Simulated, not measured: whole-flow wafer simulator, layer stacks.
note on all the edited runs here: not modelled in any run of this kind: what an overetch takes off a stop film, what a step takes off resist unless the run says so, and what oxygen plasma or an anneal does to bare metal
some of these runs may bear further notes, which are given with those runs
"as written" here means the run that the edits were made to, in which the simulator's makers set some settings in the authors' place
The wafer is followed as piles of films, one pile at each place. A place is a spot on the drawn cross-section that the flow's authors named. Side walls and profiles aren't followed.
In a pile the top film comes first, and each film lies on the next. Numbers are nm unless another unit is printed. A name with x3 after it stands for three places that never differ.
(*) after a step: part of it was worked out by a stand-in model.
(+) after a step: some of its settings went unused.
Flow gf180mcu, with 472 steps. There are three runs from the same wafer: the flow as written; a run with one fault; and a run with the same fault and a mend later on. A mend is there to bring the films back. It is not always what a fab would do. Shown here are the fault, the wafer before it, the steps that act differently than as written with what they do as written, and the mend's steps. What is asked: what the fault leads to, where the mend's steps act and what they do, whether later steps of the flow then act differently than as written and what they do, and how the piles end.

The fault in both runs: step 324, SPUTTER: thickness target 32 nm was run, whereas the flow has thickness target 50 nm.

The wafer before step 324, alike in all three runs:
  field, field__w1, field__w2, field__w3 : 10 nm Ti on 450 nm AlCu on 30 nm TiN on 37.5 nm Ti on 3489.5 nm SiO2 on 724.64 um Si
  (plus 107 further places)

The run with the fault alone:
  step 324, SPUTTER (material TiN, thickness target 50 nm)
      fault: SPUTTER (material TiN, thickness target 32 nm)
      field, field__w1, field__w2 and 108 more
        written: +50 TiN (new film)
        fault: +32 TiN (new film)
  Later steps of the flow acting differently than as written (not shown: 3 more steps that differ only slightly, by at most 2% or 0.5 nm, whichever is larger):
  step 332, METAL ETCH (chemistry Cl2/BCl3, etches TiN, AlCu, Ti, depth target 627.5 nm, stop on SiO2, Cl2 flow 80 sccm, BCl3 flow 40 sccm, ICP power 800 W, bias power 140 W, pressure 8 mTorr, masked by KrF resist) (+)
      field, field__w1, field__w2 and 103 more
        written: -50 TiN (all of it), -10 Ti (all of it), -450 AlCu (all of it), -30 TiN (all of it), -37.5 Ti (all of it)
        fault: -32 TiN (all of it), -10 Ti (all of it), -450 AlCu (all of it), -30 TiN (all of it), -37.5 Ti (all of it)
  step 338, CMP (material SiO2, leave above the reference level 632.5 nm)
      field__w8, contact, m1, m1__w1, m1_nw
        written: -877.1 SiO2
        fault: -859.1 SiO2
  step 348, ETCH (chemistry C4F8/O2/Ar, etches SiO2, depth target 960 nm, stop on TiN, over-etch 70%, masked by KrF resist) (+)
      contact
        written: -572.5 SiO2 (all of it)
        fault: -590.5 SiO2 (all of it)
  The piles end different from the flow's at field__w8, contact, m1, m1__w1, m1_nw by more than 2% or 0.5 nm, whichever is larger.
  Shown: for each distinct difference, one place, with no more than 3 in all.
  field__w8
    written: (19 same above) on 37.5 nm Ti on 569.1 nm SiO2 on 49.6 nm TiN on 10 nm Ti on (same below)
    fault: (19 same above) on 37.5 nm Ti on 587.1 nm SiO2 on 31.6 nm TiN on 10 nm Ti on (same below)
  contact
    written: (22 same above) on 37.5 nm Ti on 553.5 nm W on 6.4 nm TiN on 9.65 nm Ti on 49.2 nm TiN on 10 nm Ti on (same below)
    fault: (22 same above) on 37.5 nm Ti on 571.7 nm W on 6.34 nm TiN on 9.55 nm Ti on 31.2 nm TiN on 10 nm Ti on (same below)

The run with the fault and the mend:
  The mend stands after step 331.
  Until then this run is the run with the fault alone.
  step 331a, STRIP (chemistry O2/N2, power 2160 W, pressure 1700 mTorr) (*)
      field__w8, contact, m1, m1__w1, m1_nw
        -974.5 KrF resist (all of it)
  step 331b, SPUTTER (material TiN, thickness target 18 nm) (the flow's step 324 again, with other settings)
      field, field__w1, field__w2 and 108 more
        +18 TiN
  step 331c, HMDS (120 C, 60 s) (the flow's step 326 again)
      alters no film at any place that is followed
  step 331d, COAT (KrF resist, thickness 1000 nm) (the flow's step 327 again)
      field, field__w1, field__w2 and 108 more
        +1000 KrF resist (new film)
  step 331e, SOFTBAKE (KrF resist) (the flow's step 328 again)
      alters no film at any place that is followed
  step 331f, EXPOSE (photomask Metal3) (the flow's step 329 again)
      alters no film at any place that is followed
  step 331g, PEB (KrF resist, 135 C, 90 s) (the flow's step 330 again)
      field, field__w1, field__w2 and 108 more
        -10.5 KrF resist
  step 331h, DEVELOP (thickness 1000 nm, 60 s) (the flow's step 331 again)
      field, field__w1, field__w2 and 103 more
        -989.5 KrF resist (all of it)
      field__w8, contact, m1, m1__w1, m1_nw
        -14.9 KrF resist
  Every later step of the flow that is run acts as written at every place that is followed.
  The piles end the same as the flow's at every place that both follow.
